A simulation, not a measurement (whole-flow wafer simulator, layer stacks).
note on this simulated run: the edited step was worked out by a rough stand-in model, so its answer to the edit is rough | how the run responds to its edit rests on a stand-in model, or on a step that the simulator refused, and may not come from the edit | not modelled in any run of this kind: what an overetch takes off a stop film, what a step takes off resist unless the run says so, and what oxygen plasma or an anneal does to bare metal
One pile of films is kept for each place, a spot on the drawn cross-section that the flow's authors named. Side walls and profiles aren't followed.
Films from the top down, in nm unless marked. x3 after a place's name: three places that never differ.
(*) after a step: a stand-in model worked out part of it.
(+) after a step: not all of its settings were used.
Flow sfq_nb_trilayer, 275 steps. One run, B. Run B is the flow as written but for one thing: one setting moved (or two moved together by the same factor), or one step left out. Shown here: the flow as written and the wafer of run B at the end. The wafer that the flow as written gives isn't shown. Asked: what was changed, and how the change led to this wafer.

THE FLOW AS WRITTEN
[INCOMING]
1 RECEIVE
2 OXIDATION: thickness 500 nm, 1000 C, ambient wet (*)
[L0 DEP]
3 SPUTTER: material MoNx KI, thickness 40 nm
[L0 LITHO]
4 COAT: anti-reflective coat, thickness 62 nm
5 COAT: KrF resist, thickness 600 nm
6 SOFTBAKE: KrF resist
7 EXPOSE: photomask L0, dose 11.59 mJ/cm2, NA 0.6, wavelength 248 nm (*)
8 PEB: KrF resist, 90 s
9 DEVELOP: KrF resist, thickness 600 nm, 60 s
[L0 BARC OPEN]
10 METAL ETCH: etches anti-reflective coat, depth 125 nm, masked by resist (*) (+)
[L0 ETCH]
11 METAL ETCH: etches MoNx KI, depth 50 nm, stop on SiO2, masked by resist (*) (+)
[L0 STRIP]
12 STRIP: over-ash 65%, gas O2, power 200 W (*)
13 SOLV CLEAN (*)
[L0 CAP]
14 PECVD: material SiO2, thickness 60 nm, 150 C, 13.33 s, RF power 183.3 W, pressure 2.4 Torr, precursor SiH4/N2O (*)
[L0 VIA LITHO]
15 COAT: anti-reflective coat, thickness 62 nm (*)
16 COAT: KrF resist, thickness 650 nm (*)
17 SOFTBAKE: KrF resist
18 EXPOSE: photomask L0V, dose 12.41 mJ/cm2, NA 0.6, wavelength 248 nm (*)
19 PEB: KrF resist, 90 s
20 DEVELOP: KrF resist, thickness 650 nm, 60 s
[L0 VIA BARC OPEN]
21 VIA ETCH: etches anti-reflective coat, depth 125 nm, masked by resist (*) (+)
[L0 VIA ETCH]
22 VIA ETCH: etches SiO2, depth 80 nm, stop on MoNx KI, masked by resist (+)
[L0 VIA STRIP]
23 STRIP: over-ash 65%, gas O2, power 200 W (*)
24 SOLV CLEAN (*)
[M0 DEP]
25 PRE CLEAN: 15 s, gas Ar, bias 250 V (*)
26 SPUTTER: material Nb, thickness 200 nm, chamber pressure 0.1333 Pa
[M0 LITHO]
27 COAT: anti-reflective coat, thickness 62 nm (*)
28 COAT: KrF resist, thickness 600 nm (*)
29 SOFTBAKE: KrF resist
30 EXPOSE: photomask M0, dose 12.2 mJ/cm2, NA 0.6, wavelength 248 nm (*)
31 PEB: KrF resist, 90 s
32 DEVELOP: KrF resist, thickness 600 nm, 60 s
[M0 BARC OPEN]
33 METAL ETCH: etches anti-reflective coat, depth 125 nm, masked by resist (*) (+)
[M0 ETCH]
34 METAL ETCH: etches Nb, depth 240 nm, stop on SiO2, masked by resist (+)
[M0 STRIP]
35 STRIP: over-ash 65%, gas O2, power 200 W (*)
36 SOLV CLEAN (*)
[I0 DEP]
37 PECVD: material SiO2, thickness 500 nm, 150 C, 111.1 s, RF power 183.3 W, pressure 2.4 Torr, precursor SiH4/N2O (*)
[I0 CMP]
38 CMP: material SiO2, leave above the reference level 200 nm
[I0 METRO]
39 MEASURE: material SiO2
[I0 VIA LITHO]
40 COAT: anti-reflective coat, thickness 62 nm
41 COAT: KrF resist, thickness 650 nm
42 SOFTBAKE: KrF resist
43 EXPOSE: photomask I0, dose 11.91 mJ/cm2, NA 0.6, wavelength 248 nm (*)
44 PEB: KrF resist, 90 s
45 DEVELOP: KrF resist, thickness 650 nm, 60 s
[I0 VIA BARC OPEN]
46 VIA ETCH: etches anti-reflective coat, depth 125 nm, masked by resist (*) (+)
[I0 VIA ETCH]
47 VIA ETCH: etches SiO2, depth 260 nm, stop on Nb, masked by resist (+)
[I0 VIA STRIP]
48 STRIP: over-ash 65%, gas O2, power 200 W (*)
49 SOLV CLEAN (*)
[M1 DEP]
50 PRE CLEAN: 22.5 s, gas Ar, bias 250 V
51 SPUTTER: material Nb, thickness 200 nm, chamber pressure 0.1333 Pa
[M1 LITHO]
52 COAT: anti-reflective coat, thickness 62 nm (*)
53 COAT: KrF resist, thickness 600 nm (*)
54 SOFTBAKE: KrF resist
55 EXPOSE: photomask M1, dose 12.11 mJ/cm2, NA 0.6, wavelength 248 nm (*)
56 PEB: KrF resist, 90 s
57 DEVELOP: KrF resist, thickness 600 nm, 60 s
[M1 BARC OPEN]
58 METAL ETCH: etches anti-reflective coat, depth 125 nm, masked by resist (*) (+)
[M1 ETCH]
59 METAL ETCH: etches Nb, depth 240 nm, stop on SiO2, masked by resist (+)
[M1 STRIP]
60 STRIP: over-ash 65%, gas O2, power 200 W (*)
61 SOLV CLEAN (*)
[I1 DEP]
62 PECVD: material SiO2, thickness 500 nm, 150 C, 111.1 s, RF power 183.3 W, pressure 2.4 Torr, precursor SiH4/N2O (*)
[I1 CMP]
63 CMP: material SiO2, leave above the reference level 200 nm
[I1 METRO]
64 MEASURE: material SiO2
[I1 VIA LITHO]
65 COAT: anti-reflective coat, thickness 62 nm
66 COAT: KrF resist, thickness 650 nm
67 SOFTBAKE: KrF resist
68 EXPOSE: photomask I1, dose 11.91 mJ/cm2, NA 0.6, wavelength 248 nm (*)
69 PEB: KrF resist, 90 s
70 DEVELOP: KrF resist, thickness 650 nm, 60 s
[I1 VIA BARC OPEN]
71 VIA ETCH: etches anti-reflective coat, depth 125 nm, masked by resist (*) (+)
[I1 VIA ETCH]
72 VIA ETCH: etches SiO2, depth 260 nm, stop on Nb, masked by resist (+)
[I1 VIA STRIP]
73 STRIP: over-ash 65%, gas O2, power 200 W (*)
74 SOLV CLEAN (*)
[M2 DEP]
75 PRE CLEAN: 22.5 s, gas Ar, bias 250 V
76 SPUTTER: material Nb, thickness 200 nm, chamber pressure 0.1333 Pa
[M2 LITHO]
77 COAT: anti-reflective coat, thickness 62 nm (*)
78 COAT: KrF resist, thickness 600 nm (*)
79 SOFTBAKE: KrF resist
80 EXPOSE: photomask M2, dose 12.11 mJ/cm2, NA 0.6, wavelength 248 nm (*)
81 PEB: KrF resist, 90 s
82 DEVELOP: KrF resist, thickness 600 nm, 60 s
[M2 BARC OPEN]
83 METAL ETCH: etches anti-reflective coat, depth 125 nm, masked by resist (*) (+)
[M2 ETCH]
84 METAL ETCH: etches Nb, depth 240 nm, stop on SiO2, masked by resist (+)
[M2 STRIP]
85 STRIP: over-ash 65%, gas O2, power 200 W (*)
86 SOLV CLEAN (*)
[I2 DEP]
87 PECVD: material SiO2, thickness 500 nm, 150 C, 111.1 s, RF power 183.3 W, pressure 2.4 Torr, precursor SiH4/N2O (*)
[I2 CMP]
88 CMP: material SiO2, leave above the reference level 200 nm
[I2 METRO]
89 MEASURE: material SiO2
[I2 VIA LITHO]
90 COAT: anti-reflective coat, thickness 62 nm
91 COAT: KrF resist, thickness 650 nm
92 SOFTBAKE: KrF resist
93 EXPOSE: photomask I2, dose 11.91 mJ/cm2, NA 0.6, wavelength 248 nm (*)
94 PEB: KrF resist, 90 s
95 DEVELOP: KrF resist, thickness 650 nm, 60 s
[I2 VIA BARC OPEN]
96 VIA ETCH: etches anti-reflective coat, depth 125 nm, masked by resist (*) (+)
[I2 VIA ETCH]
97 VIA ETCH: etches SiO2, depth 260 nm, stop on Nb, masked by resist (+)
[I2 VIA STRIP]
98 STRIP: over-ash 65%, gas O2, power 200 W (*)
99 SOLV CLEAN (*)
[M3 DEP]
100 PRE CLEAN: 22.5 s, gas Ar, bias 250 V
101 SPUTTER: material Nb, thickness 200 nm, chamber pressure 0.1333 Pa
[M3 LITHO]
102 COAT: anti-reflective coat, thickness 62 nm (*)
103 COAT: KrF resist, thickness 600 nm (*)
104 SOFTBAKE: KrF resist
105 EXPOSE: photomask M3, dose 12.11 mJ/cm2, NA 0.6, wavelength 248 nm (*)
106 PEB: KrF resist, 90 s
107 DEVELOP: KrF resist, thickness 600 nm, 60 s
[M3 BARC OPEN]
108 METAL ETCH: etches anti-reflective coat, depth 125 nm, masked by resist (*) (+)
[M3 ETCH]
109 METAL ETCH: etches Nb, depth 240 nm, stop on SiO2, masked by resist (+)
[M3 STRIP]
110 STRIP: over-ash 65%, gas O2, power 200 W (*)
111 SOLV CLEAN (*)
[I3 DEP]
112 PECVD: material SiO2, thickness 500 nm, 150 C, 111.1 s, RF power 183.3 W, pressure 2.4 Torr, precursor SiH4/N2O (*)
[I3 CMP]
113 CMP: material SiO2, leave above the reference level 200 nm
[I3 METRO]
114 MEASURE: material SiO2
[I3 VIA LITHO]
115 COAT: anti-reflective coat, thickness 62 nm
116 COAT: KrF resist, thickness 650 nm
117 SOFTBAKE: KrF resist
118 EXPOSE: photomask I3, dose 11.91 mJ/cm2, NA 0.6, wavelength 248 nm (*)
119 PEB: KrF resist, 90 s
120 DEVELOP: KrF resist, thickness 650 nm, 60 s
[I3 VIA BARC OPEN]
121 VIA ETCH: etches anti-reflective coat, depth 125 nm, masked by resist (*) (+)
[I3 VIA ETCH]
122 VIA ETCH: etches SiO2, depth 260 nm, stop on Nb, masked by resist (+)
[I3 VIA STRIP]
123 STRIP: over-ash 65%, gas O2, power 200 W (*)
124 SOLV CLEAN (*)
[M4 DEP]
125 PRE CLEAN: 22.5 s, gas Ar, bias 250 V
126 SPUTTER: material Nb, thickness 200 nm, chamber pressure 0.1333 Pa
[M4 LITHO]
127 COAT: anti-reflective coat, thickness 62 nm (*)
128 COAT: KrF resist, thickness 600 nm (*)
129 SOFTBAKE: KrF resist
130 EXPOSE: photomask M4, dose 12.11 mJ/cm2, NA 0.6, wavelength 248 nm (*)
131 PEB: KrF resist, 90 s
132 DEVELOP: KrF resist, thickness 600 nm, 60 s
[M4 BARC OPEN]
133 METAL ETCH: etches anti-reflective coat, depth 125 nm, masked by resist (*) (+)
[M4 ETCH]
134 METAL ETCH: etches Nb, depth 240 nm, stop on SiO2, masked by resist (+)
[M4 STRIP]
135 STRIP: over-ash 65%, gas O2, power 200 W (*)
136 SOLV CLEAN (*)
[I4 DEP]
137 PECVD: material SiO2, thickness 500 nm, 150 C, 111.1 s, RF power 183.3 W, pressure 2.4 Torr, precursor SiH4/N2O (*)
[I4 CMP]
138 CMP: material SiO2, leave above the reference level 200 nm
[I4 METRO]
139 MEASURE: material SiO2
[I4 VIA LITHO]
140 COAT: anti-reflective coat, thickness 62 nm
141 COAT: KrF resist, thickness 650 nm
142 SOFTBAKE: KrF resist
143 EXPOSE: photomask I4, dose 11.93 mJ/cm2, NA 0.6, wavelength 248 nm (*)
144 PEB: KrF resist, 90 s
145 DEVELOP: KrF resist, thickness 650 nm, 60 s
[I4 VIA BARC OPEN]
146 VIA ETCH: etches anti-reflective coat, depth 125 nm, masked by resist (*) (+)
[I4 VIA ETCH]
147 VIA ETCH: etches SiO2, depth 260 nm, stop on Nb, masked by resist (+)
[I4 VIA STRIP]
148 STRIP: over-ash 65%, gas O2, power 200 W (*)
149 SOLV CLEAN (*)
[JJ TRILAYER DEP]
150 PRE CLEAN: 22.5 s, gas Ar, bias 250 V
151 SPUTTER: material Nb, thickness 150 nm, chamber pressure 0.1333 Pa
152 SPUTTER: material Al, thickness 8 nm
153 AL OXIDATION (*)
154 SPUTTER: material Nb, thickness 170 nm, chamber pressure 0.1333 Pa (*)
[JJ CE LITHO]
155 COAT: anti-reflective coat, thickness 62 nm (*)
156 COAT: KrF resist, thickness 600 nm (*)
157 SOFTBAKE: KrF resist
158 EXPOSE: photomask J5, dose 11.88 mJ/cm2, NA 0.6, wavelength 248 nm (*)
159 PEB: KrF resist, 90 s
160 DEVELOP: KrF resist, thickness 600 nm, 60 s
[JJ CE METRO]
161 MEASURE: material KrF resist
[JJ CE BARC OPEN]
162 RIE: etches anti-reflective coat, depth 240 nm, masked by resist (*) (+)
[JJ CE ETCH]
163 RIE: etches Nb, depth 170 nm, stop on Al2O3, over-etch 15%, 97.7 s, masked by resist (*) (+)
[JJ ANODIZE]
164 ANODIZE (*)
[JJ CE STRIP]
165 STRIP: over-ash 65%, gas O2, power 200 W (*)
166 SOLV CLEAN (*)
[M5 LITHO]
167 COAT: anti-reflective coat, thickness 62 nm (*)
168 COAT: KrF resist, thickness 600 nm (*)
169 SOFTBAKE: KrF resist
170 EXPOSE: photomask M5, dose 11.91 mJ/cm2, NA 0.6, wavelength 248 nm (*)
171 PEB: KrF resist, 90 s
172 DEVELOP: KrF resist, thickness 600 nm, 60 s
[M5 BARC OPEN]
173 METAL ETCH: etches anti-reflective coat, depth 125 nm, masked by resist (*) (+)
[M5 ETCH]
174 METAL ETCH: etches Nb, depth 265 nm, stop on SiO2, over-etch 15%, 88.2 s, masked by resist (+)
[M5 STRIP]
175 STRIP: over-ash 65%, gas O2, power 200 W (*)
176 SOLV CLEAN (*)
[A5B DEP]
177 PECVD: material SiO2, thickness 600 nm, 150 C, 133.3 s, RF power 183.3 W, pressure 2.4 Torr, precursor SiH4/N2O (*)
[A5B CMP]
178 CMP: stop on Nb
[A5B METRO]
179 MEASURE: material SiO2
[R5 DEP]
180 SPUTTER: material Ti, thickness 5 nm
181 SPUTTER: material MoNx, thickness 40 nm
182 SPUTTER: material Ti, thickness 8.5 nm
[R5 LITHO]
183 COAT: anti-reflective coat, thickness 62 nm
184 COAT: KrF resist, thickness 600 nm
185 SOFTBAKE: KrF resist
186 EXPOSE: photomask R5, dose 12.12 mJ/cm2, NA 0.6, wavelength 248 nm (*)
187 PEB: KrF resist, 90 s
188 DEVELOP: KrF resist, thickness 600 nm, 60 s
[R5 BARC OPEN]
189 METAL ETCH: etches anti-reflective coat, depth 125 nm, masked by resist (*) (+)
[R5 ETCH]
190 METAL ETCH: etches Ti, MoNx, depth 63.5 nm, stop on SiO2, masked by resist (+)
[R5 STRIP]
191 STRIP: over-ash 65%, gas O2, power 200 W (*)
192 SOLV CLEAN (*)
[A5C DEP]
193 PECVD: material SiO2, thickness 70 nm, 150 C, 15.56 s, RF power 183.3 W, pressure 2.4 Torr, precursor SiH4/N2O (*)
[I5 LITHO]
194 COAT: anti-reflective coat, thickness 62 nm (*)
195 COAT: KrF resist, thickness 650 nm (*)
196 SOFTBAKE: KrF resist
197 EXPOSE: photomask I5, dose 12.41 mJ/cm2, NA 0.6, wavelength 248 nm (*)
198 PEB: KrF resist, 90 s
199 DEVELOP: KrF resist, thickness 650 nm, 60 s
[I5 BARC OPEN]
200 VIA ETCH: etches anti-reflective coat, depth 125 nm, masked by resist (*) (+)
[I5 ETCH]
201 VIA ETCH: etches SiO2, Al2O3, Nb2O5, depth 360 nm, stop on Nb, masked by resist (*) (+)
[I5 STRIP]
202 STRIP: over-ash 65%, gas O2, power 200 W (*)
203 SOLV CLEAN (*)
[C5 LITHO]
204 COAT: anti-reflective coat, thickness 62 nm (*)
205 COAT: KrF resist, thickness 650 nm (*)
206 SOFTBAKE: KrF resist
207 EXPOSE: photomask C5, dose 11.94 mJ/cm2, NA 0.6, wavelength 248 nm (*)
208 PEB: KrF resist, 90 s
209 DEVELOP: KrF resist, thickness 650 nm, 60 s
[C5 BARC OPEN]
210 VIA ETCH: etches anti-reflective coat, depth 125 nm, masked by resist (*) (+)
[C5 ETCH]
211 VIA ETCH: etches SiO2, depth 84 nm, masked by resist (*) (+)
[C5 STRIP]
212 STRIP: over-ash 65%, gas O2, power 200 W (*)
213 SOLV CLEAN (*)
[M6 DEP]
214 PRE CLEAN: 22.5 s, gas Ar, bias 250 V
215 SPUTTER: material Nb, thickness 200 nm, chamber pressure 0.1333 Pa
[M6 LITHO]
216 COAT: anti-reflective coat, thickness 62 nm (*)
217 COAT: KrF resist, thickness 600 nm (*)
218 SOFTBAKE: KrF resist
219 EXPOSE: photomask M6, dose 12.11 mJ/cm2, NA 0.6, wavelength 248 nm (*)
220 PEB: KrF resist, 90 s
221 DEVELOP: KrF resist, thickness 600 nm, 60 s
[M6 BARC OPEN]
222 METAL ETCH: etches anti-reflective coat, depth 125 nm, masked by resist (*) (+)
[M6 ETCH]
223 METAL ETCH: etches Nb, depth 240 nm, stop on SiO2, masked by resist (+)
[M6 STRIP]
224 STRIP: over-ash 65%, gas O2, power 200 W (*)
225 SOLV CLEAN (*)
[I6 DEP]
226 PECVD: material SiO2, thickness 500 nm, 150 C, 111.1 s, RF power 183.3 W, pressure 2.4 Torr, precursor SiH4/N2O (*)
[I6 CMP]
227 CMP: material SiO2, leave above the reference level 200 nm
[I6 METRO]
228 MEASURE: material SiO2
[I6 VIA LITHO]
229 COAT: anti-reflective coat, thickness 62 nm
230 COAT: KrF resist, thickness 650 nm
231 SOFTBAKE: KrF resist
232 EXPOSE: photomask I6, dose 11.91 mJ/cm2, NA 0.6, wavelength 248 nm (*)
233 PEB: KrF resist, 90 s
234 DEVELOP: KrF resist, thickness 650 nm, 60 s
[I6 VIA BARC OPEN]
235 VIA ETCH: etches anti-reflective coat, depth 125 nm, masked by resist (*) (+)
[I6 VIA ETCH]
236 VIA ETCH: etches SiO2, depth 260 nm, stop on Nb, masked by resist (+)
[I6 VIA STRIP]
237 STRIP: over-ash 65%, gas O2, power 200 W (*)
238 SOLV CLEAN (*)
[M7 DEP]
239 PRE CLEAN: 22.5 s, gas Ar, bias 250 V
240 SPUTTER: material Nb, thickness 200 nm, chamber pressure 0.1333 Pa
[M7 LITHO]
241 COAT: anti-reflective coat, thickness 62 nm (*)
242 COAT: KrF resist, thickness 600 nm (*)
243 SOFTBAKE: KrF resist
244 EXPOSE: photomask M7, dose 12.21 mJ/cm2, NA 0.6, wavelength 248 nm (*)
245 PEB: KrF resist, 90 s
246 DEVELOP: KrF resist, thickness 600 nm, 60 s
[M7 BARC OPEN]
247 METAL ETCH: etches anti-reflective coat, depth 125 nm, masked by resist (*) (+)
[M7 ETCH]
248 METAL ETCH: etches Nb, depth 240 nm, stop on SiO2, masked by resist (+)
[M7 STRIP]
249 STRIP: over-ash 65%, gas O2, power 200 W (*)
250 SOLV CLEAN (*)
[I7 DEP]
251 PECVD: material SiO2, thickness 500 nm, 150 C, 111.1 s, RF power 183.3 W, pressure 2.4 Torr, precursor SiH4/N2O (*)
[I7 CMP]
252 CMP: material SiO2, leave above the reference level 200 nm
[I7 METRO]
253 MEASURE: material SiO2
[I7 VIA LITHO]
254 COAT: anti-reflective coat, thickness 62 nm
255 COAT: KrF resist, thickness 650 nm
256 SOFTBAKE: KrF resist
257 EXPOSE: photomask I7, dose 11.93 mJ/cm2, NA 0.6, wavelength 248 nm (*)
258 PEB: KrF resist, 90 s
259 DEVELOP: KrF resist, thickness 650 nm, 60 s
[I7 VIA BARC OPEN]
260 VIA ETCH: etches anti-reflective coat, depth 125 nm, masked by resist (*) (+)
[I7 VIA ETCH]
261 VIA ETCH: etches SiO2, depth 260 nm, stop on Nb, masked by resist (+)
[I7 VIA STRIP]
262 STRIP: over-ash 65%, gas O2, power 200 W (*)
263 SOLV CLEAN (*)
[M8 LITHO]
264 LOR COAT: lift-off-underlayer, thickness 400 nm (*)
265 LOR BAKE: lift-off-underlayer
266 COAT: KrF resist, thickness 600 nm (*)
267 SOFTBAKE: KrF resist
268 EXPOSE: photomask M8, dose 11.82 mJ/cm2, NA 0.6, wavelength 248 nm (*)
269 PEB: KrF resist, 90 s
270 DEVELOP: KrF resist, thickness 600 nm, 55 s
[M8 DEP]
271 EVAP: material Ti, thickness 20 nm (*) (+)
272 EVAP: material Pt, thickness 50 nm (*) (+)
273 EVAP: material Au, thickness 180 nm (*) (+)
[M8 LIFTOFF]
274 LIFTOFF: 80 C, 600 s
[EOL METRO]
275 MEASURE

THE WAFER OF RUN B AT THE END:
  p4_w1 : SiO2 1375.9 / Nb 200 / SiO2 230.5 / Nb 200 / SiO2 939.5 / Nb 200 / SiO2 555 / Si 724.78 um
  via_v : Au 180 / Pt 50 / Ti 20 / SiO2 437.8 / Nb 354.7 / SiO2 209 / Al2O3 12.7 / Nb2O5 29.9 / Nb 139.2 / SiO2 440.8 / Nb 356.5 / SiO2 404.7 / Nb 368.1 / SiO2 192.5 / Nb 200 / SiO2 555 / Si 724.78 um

The cause: step 87, PECVD: thickness 362 nm was run, where the flow has thickness 500 nm; step 87, PECVD: 80.56 s was run, where the flow has 111.1 s.

How the change led to this, step by step:
  87 PECVD: material SiO2, thickness 500 nm, 150 C, 111.1 s, RF power 183.3 W, pressure 2.4 Torr, precursor SiH4/N2O (*)
      field_l, be, be_sur and 81 more: SiO2 +362 (as written it would be: SiO2 +500)
      v_sur, via_wl, via_w and 18 more: SiO2 +362 (new film) (as written it would be: SiO2 +500 (new film))
      (and at 1 more place)
  88 CMP: material SiO2, leave above the reference level 200 nm
      field_l, be, be_sur and 81 more: nothing (as written it would be: SiO2 -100)
      via_v: nothing (as written it would be: SiO2 -181.6)
      (and at 21 more places)
  90 COAT: anti-reflective coat, thickness 62 nm
      wl_f_m6, wl_f_sr, wl_g_sl: anti-reflective coat +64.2 (new film) (as written it would be: anti-reflective coat +62 (new film))
      m0r_space_l, m6r_space_l, m7r_space_l: anti-reflective coat +67.4 (new film) (as written it would be: anti-reflective coat +62 (new film))
      (and at 41 more places)
  91 COAT: KrF resist, thickness 650 nm
      v_sur: KrF resist +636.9 (new film) (as written it would be: KrF resist +650 (new film))
      via_wl: KrF resist +634.7 (new film) (as written it would be: KrF resist +650 (new film))
      (and at 2 more places)
  95 DEVELOP: KrF resist, thickness 650 nm, 60 s
      via_w: KrF resist -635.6 (all of it) (as written it would be: KrF resist -648.6 (all of it))
  96 VIA ETCH: etches anti-reflective coat, depth 125 nm, masked by resist (*) (+)
      field_l, v_sur, via_wl and 102 more: KrF resist -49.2 (as written it would be: KrF resist -51.7)
      via_w: anti-reflective coat -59 (all of it), SiO2 -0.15 (as written it would be: anti-reflective coat -62 (all of it), SiO2 -0.16)
  98 STRIP: over-ash 65%, gas O2, power 200 W (*)
      m0r_space_l, m6r_space_l, m7r_space_l: KrF resist -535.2 (all of it), anti-reflective coat -67.4 (all of it) (as written it would be: KrF resist -528.6 (all of it), anti-reflective coat -62 (all of it))
      m0r_space_r, m6r_space_r, m7r_space_r: KrF resist -535.1 (all of it), anti-reflective coat -67.5 (all of it) (as written it would be: KrF resist -528.6 (all of it), anti-reflective coat -62 (all of it))
      (and at 40 more places)
  102 COAT: anti-reflective coat, thickness 62 nm (*)
      m0r_space_l, r5r_line_c, m6r_space_l, m7r_space_l: anti-reflective coat +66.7 (new film) (as written it would be: anti-reflective coat +62 (new film))
      wl_d_m1, m5r_space_l, m5r_space_r: anti-reflective coat +64.5 (new film) (as written it would be: anti-reflective coat +62 (new film))
      (and at 40 more places)
  103 COAT: KrF resist, thickness 600 nm (*)
      v_sur: KrF resist +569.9 (new film) (as written it would be: KrF resist +582.9 (new film))
      via_wl: KrF resist +585 (new film) (as written it would be: KrF resist +601.8 (new film))
      (and at 4 more places)
  107 DEVELOP: KrF resist, thickness 600 nm, 60 s
      wl_d_sl: KrF resist -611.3 (all of it) (as written it would be: KrF resist -598.7 (all of it))
      wl_d_m1: KrF resist -612.3 (all of it) (as written it would be: KrF resist -598.7 (all of it))
      (and at 1 more place)
  108 METAL ETCH: etches anti-reflective coat, depth 125 nm, masked by resist (*) (+)
      m0r_space_l, r5r_line_c, m6r_space_l, m7r_space_l: anti-reflective coat -66.7 (all of it) (as written it would be: anti-reflective coat -62 (all of it))
      wl_d_m1, m5r_space_l, m5r_space_r: anti-reflective coat -64.5 (all of it) (as written it would be: anti-reflective coat -62 (all of it))
      (and at 27 more places)
  110 STRIP: over-ash 65%, gas O2, power 200 W (*)
      v_sur: KrF resist -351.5 (all of it), anti-reflective coat -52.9 (all of it) (as written it would be: KrF resist -365.3 (all of it), anti-reflective coat -61.1 (all of it))
      via_wl: KrF resist -366.6 (all of it), anti-reflective coat -32.4 (all of it) (as written it would be: KrF resist -384.2 (all of it), anti-reflective coat -34.2 (all of it))
      (and at 11 more places)
  113 CMP: material SiO2, leave above the reference level 200 nm
      field_l, be, be_sur and 64 more: SiO2 -62 (as written it would be: SiO2 -100)
      p4_w1, p4_w2, p4_w3 and 6 more: SiO2 -262 (as written it would be: SiO2 -300)
      (and at 9 more places)
  122 VIA ETCH: etches SiO2, depth 260 nm, stop on Nb, masked by resist (+)
      via_v: SiO2 -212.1 (all of it) (as written it would be: SiO2 -199.8 (all of it))
  137 PECVD: material SiO2, thickness 500 nm, 150 C, 111.1 s, RF power 183.3 W, pressure 2.4 Torr, precursor SiH4/N2O (*)
      via_v: SiO2 +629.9 (new film) (as written it would be: SiO2 +615 (new film))
